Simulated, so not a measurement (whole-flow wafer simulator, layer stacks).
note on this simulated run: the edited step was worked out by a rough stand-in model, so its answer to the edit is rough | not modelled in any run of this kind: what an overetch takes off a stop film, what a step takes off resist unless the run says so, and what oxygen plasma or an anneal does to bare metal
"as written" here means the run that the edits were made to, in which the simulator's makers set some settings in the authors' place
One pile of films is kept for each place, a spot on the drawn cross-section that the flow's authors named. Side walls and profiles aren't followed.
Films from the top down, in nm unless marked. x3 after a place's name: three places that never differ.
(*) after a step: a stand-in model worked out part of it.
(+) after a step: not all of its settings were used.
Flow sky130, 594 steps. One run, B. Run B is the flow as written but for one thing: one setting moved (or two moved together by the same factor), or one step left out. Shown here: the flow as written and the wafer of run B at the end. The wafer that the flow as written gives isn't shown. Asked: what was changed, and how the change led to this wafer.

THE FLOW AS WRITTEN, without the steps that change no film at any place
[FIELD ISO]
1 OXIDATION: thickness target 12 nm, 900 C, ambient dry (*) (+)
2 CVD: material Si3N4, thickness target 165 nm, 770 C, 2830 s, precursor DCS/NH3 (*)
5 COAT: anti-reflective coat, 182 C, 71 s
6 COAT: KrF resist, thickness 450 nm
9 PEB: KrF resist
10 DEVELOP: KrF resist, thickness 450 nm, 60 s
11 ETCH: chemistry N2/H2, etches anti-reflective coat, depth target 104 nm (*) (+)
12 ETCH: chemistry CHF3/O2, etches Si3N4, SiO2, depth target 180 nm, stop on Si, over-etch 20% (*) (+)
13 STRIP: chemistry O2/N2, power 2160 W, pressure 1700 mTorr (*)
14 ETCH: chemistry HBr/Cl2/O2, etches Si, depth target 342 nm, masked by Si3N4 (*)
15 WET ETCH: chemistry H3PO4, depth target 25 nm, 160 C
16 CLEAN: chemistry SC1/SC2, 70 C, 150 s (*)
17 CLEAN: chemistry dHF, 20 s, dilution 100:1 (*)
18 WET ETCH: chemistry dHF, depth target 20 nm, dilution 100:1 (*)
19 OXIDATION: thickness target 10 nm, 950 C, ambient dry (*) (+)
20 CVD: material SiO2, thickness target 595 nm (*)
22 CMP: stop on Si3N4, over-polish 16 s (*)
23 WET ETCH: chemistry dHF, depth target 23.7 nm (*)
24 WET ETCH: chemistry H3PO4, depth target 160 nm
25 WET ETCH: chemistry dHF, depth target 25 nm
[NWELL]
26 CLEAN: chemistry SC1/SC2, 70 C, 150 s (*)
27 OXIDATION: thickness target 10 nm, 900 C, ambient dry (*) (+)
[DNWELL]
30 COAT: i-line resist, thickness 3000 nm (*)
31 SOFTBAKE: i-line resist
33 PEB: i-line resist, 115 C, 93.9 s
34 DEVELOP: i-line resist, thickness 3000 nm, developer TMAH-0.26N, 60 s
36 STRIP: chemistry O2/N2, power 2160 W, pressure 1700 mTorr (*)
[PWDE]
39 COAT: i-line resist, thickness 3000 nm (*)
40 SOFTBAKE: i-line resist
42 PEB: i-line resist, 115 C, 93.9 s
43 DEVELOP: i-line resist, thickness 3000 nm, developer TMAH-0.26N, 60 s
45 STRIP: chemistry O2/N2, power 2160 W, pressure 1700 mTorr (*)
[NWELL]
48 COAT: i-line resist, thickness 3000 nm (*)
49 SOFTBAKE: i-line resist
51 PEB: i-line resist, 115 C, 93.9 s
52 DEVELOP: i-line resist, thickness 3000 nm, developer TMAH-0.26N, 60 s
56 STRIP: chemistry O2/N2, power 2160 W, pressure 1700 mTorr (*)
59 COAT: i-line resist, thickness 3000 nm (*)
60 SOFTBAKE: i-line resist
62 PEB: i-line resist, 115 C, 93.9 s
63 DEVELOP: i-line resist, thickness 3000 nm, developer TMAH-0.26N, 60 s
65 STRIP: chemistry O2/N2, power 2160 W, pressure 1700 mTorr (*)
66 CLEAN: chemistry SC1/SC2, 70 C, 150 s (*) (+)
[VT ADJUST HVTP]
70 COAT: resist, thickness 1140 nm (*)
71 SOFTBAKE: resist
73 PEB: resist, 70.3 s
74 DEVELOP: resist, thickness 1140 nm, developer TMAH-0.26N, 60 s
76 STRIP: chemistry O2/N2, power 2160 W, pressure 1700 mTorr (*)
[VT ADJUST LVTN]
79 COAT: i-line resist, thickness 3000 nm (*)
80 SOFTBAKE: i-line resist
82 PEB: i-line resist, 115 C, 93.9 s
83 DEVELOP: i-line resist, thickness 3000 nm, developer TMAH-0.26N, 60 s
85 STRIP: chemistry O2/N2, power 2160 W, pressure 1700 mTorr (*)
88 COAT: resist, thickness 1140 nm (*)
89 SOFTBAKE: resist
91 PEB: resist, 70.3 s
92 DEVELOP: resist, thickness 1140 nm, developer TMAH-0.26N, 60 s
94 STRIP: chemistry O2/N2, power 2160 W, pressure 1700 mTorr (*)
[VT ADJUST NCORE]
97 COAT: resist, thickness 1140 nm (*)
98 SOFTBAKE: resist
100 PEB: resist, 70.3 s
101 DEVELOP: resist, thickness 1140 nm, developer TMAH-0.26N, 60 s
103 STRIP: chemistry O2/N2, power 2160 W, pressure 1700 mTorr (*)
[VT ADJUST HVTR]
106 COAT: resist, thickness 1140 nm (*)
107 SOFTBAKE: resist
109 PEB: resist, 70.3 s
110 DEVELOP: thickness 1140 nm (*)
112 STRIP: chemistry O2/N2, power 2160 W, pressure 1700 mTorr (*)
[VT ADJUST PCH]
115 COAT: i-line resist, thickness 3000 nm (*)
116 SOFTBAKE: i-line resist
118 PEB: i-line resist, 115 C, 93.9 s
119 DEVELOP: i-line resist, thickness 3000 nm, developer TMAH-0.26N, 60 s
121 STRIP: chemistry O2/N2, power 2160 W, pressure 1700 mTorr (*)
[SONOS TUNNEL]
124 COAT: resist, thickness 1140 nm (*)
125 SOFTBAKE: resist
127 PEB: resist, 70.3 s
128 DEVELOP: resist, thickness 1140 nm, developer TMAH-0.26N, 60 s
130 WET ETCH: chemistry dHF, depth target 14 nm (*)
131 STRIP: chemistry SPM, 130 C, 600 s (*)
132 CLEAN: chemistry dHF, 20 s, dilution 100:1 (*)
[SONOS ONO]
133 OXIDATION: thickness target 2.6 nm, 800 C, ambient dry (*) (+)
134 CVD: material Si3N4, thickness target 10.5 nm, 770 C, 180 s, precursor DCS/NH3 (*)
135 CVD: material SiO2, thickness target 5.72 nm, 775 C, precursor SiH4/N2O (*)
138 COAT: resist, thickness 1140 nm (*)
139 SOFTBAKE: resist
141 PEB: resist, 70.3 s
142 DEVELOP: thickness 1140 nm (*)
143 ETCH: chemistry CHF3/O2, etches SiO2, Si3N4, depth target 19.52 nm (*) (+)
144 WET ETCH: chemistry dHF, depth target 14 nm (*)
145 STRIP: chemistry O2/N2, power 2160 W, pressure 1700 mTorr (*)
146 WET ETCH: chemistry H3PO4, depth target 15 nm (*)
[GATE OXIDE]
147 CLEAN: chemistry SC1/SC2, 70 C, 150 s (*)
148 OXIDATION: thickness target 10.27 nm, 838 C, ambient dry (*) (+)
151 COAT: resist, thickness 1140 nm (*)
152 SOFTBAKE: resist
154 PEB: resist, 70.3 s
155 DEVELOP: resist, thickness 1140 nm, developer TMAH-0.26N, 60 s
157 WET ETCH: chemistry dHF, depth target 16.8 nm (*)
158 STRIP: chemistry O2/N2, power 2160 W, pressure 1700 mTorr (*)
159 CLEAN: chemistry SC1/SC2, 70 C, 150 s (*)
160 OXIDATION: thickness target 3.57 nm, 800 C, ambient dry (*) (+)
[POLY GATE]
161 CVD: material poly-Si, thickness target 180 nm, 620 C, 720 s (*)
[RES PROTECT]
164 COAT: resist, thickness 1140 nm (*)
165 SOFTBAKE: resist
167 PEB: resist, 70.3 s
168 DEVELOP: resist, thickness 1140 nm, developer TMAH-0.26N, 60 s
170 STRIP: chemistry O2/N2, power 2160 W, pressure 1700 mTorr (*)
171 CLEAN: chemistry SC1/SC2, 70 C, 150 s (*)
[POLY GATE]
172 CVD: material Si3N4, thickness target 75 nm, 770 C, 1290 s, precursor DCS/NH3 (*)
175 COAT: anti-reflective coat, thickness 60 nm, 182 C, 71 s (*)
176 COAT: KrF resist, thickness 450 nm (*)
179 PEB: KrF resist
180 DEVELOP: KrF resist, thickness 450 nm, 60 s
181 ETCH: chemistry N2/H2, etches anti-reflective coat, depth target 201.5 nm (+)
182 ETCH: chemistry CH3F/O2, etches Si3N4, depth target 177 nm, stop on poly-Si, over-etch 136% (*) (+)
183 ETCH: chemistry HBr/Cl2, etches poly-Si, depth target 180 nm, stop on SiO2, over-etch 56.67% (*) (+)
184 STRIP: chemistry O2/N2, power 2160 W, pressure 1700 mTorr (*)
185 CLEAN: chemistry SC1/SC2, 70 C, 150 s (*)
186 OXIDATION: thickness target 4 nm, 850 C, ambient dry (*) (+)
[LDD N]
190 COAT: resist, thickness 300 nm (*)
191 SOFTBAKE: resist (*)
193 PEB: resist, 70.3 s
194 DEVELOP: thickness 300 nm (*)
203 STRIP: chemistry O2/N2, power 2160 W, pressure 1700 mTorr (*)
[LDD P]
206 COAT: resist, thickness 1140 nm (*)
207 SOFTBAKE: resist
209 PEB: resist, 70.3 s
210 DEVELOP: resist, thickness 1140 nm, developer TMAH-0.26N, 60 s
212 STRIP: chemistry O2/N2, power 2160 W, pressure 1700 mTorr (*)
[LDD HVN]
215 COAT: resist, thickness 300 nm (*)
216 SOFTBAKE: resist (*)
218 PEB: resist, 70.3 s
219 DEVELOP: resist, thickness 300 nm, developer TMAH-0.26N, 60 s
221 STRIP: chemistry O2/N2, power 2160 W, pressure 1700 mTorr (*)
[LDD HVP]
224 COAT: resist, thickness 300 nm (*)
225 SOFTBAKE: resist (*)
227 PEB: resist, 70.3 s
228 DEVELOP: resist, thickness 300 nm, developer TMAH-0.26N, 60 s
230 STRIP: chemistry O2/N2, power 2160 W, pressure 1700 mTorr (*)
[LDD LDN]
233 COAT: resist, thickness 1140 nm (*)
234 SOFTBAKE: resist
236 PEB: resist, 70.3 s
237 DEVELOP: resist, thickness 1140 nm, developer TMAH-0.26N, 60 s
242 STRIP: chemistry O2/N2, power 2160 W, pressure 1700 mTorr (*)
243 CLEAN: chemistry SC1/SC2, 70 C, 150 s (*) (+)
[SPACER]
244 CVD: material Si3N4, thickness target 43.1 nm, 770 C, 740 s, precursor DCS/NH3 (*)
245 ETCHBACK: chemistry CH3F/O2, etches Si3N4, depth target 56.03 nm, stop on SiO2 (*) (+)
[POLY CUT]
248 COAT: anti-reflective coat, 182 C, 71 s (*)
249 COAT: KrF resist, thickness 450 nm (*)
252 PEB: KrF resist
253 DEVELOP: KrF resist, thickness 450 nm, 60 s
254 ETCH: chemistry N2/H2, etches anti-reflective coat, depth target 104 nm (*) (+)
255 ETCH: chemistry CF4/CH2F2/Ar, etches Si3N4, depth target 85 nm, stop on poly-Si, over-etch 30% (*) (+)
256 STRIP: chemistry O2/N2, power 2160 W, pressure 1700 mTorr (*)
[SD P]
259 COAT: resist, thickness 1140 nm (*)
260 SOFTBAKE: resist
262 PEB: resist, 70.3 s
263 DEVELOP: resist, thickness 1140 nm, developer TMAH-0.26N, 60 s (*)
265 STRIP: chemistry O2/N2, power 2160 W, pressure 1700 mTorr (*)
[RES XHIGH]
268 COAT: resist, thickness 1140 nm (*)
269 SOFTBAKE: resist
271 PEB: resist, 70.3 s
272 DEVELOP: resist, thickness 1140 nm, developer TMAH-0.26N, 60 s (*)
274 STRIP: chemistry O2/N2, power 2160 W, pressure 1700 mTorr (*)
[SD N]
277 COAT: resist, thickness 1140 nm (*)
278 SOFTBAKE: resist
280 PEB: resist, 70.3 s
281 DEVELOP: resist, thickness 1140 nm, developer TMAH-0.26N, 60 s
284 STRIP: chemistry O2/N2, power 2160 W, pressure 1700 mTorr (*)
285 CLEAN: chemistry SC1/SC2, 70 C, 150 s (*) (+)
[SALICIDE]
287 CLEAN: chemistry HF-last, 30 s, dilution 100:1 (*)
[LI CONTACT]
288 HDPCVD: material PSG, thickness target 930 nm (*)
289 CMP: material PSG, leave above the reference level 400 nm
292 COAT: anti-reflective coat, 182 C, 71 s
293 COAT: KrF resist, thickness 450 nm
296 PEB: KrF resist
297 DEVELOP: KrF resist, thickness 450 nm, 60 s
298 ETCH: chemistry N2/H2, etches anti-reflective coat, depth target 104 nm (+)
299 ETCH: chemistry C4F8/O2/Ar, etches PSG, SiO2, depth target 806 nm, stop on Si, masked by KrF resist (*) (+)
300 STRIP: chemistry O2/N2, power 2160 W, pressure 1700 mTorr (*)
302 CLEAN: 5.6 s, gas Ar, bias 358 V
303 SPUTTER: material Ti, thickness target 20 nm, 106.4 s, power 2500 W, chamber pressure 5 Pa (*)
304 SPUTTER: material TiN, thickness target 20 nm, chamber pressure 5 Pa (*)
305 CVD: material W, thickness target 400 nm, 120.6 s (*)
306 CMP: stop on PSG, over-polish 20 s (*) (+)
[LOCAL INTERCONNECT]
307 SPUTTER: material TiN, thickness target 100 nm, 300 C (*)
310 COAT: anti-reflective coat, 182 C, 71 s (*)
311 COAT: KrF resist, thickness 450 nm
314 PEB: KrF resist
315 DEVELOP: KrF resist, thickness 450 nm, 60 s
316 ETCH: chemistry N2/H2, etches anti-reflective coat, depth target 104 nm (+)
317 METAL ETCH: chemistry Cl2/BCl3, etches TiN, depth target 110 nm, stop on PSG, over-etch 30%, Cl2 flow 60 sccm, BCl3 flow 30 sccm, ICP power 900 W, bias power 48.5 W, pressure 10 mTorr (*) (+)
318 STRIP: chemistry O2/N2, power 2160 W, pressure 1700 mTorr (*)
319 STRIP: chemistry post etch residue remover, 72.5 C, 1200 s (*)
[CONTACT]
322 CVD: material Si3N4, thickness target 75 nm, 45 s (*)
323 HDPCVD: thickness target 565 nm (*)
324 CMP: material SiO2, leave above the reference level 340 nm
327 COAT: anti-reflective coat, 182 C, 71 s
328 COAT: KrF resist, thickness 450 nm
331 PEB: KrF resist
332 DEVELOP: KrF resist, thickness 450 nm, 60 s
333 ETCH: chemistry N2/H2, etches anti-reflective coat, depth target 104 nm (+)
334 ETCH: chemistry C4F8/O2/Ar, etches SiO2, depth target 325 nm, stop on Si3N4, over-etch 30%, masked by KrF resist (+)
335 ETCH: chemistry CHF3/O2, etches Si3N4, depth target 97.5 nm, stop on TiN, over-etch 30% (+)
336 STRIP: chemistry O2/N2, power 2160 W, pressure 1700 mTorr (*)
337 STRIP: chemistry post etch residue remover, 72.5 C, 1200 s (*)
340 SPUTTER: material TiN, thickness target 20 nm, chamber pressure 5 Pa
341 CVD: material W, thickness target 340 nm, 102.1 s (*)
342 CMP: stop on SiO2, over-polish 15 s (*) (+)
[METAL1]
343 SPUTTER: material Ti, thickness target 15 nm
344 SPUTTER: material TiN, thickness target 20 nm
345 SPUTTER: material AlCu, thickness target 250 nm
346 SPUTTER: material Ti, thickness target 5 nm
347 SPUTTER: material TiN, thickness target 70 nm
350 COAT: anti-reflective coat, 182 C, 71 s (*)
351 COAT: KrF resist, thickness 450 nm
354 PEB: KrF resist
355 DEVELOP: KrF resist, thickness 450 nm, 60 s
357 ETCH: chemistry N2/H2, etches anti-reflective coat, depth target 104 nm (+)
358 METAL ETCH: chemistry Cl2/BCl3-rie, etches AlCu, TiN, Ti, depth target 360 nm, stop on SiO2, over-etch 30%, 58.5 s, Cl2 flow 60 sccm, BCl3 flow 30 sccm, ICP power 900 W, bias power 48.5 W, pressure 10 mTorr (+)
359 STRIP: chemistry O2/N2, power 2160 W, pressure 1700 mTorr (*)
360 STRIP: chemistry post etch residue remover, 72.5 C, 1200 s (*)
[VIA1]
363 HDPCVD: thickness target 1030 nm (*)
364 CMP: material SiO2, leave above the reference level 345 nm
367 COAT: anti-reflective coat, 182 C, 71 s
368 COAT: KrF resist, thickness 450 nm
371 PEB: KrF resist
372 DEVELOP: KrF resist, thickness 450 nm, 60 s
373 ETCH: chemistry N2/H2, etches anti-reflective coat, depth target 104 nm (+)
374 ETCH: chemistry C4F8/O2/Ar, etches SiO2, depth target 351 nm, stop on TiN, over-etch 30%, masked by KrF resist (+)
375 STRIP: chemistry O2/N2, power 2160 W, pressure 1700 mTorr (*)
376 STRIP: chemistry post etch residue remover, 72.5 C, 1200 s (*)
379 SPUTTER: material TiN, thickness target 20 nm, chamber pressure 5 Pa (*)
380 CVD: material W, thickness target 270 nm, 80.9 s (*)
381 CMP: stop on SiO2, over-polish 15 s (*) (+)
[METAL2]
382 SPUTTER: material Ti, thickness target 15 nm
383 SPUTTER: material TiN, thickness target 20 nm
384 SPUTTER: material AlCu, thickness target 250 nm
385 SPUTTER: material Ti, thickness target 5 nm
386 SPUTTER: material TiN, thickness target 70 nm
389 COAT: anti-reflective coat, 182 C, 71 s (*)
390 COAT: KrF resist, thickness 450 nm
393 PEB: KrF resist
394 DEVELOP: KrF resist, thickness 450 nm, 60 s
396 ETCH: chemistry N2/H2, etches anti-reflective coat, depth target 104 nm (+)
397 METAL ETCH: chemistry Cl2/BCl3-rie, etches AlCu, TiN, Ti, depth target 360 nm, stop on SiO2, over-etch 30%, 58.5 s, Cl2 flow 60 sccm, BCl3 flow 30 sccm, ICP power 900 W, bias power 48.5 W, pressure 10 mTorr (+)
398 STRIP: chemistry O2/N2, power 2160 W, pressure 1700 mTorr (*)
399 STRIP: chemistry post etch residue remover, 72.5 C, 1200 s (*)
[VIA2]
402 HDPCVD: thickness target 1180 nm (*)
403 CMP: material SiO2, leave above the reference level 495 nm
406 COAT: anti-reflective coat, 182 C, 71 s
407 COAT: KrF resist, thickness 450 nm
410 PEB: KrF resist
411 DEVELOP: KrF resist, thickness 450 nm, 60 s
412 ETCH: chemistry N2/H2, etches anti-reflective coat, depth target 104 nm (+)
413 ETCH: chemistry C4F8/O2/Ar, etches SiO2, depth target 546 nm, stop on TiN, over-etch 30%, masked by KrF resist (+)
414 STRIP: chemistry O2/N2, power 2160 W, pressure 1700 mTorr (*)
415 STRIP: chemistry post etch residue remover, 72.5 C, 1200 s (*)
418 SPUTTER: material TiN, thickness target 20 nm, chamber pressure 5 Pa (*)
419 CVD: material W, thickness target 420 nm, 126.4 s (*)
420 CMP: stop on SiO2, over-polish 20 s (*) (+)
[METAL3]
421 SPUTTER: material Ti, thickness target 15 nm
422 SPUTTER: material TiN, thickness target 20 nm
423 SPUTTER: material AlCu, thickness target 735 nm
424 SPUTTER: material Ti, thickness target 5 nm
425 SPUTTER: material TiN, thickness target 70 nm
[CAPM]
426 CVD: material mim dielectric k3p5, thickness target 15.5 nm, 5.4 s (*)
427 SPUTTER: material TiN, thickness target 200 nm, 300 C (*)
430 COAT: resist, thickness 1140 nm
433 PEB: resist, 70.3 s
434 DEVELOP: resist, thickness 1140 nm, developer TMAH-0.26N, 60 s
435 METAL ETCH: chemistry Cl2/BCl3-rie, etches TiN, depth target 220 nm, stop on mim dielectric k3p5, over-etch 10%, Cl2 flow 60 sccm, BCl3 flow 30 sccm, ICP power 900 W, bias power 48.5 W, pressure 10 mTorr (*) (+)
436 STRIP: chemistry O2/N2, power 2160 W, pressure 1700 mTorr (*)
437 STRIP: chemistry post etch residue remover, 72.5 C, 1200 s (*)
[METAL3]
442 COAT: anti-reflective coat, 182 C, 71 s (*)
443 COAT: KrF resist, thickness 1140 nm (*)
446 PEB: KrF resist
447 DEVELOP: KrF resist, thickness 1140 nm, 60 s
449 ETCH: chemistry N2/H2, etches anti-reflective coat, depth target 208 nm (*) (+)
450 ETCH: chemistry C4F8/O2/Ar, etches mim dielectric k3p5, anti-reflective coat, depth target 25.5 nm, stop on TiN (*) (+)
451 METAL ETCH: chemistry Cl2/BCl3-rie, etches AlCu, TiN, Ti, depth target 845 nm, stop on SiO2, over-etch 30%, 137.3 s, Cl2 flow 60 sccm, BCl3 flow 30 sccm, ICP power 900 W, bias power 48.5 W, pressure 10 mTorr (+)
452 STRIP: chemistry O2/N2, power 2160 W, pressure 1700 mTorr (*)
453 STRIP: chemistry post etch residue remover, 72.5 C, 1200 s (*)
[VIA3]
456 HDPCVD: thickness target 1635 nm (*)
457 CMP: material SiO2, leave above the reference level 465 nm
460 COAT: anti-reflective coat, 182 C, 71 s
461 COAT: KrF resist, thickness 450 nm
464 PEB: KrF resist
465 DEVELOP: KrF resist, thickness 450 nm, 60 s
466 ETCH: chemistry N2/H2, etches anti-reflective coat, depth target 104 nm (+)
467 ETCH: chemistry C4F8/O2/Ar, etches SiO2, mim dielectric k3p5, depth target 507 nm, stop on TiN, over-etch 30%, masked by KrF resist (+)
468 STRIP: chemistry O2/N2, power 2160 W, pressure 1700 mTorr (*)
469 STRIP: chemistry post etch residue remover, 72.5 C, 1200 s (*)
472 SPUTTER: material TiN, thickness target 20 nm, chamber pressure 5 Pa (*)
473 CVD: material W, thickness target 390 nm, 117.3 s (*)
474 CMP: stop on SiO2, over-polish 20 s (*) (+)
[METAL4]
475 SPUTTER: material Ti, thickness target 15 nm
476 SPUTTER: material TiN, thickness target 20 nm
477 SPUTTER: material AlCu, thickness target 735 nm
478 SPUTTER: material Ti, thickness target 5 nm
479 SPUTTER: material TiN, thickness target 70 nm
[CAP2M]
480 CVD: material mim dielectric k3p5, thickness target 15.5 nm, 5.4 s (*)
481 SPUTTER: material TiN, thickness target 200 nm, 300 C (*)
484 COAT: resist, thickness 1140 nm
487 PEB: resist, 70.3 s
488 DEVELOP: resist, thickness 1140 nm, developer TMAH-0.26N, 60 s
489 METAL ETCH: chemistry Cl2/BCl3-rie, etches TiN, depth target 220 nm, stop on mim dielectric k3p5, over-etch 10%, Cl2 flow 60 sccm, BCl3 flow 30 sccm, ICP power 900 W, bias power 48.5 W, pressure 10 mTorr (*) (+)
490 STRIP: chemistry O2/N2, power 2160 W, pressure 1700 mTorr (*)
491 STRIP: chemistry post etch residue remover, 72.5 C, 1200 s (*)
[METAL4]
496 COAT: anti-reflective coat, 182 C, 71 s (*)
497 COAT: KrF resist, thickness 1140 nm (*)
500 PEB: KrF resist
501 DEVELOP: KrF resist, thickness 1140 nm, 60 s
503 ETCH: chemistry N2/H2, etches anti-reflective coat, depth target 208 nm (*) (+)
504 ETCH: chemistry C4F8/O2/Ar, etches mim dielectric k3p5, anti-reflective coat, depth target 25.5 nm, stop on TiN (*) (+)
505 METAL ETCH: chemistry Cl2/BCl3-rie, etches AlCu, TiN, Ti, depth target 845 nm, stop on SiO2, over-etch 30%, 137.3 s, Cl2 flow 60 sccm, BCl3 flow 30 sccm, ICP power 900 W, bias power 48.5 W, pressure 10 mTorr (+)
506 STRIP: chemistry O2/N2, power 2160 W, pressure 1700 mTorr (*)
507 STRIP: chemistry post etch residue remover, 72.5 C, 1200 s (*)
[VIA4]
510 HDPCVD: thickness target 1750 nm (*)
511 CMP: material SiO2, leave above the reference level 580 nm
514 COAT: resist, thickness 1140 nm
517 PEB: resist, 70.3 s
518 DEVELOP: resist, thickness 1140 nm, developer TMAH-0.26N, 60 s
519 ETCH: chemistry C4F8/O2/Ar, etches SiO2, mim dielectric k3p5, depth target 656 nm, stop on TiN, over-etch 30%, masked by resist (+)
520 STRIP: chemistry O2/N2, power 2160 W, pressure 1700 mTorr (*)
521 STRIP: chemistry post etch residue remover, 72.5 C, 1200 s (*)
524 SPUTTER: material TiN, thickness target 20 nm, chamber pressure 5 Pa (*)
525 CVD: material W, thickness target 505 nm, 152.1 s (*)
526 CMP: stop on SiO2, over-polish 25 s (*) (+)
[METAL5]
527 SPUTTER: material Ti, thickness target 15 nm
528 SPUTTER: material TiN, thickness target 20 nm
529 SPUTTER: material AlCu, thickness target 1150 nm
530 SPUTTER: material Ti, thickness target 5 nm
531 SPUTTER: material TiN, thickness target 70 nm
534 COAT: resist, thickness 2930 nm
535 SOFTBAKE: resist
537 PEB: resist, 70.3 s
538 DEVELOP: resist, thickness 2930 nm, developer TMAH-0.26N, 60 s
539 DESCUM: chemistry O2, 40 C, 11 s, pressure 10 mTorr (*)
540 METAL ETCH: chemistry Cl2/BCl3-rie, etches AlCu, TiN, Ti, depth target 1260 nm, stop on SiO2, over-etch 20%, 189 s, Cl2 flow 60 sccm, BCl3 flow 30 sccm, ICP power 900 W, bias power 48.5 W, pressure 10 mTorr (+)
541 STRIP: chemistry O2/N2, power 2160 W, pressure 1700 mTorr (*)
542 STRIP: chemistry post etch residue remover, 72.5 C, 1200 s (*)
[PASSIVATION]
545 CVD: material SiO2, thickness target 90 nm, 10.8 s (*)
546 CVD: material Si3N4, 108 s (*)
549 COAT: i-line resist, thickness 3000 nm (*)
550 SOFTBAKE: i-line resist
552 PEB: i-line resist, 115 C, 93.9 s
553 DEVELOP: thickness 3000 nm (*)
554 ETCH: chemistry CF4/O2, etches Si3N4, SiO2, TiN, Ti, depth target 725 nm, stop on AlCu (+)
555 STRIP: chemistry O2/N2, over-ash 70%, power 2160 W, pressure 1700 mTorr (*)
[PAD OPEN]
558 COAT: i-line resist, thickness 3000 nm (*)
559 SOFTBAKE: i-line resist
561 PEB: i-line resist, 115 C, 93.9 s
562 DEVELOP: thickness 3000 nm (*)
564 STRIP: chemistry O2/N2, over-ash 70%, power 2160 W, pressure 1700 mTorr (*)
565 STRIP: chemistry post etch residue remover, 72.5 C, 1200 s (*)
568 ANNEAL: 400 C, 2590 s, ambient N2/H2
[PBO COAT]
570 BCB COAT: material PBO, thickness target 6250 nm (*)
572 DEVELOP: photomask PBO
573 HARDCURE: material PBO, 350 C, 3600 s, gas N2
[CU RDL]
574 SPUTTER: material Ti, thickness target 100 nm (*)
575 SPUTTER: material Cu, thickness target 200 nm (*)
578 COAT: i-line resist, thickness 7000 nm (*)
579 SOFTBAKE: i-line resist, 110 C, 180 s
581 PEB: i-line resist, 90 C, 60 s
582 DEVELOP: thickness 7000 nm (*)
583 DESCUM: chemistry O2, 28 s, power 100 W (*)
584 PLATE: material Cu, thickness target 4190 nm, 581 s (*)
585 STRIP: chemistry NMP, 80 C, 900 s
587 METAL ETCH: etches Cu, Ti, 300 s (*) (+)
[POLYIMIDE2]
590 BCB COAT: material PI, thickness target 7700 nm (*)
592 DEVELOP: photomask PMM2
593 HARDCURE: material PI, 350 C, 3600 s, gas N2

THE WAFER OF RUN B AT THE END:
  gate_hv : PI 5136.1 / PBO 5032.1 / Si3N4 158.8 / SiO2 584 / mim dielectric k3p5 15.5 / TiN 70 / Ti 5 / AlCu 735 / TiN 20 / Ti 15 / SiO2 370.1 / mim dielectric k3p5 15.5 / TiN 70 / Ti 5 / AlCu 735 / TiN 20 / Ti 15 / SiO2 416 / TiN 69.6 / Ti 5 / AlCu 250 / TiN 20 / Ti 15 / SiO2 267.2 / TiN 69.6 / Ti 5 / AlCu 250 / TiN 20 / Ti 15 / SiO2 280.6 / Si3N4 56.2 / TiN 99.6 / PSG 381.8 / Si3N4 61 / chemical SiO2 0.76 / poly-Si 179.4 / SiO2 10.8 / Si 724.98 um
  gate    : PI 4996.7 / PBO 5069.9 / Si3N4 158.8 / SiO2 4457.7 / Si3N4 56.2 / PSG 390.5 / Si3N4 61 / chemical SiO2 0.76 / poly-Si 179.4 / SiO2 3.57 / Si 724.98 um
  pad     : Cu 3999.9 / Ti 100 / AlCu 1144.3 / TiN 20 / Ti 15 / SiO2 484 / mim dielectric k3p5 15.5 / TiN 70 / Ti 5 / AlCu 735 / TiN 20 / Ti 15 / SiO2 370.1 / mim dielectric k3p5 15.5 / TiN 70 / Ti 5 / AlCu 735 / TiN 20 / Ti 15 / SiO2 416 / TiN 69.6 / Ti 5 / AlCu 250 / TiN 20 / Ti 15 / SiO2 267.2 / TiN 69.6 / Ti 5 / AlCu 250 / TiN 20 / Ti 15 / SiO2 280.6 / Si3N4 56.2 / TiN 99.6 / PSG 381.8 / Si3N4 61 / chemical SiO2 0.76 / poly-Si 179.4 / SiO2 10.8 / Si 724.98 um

The cause: step 322, CVD: thickness target 56.2 nm was run, where the flow has thickness target 75 nm; step 322, CVD: 33.8 s was run, where the flow has 45 s.
It can be read off the wafer: gate_hv has Si3N4 56.2, and step 322 as written asks for 75 nm.

How the change led to this, step by step:
  322 CVD: material Si3N4, thickness target 75 nm, 45 s (*)
      field, active, n_well and 188 more: Si3N4 +56.2 (new film) (as written it would be: Si3N4 +75 (new film))
  324 CMP: material SiO2, leave above the reference level 340 nm
      n_well, p_well, gate_hv and 93 more: SiO2 -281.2 (as written it would be: SiO2 -300)
      field, active, gate and 88 more: SiO2 -181.6 (as written it would be: SiO2 -200.4)
      (and at 4 more places)
  334 ETCH: chemistry C4F8/O2/Ar, etches SiO2, depth target 325 nm, stop on Si3N4, over-etch 30%, masked by KrF resist (+)
      poly_licon, ndiff_licon, ndiff_licon_cpp, rpo_hd_licon: SiO2 -283.7 (all of it) (as written it would be: SiO2 -264.9 (all of it))
  335 ETCH: chemistry CHF3/O2, etches Si3N4, depth target 97.5 nm, stop on TiN, over-etch 30% (+)
      field, active, n_well and 184 more: KrF resist -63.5 (as written it would be: KrF resist -84.8)
      poly_licon, ndiff_licon, ndiff_licon_cpp, rpo_hd_licon: Si3N4 -56.2 (all of it) (as written it would be: Si3N4 -75 (all of it))
  336 STRIP: chemistry O2/N2, power 2160 W, pressure 1700 mTorr (*)
      field, active, n_well and 184 more: KrF resist -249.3 (all of it), anti-reflective coat -80 (all of it) (as written it would be: KrF resist -228 (all of it), anti-reflective coat -80 (all of it))
